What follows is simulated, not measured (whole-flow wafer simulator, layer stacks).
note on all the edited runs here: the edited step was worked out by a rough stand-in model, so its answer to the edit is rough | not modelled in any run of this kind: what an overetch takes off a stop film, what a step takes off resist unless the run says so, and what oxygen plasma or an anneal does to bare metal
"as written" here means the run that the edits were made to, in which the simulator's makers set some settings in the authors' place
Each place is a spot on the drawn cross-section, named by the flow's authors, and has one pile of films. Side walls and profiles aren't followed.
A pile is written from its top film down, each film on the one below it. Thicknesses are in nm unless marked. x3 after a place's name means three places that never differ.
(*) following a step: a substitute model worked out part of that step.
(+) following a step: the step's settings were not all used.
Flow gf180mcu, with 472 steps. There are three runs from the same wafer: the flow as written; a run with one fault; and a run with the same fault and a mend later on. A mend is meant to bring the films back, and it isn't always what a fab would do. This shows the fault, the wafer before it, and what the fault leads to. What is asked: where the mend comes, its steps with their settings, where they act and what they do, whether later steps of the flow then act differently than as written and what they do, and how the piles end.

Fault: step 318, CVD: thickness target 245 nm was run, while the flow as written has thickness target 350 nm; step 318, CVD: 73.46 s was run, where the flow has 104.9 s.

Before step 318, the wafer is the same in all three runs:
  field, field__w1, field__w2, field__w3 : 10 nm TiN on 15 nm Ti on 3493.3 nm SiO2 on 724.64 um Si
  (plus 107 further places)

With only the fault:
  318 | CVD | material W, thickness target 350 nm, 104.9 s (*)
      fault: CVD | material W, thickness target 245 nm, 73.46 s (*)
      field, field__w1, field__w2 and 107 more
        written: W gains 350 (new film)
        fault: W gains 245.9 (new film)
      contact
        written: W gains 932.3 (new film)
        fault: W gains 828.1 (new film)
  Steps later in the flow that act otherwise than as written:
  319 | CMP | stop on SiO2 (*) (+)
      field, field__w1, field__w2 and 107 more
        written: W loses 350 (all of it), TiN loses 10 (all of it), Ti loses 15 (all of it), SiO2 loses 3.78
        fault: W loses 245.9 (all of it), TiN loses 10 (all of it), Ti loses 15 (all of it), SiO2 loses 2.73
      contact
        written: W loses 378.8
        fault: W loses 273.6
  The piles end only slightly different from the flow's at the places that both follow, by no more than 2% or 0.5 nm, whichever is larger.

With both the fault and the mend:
  The mend stands after step 318.
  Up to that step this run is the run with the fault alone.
  318a | CVD | material W, thickness target 105 nm, 31.48 s (the flow's step 318 again, with other settings)
      field, field__w1, field__w2 and 108 more
        W gains 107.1
  None of the later steps of the flow differs from how it acts as written, at any place that is followed, by more than 2% or 0.5 nm, whichever is larger.
  The piles end only slightly different from the flow's at the places that both follow, by no more than 2% or 0.5 nm, whichever is larger.
